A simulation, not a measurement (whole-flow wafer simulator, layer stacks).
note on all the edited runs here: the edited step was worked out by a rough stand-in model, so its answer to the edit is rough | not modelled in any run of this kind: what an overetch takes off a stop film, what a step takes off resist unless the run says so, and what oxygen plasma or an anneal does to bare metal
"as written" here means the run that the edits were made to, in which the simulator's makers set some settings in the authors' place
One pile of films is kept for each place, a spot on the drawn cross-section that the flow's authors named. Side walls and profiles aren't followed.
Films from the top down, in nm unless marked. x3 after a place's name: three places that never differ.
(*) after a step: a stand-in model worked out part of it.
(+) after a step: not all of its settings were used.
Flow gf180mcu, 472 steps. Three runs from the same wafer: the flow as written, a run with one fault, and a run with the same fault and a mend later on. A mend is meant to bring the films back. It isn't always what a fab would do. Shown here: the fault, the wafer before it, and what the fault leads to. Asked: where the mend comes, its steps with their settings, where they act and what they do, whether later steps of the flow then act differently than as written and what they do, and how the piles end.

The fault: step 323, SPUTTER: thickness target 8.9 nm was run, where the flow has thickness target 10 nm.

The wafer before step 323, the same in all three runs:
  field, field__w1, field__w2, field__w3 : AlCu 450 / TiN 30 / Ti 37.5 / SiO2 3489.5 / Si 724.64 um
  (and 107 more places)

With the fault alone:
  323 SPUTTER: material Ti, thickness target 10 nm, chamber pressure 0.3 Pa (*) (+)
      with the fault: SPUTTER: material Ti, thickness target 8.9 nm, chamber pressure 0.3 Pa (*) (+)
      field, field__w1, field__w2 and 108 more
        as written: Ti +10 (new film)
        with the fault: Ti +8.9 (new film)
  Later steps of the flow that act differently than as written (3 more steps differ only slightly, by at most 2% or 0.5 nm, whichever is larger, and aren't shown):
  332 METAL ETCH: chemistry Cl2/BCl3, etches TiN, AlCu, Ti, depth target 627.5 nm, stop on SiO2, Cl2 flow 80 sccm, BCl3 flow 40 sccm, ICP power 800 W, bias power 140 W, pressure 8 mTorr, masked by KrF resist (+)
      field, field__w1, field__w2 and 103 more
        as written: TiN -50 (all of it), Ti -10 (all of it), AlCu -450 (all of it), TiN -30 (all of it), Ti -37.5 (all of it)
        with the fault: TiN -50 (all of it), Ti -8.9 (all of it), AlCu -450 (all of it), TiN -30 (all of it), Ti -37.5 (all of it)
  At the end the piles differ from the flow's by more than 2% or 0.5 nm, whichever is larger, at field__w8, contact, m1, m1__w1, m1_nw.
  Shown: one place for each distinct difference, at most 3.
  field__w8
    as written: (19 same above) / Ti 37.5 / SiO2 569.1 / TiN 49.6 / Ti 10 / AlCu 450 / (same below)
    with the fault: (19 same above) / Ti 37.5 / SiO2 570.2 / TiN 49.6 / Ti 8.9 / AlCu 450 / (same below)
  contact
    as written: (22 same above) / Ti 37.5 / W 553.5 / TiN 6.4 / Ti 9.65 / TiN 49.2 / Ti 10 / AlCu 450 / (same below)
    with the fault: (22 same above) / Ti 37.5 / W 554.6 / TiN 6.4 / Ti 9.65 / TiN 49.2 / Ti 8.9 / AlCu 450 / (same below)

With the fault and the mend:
  The mend comes after step 323.
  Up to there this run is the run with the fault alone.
  323a SPUTTER: material Ti, thickness target 1.1 nm, chamber pressure 0.3 Pa (*) (+) (the flow's step 323 once more, with other settings)
      field, field__w1, field__w2 and 108 more
        Ti +1.1
  No later step of the flow acts differently than as written at any place that is followed.
  At the end the piles are the same as the flow's at every place that both follow.
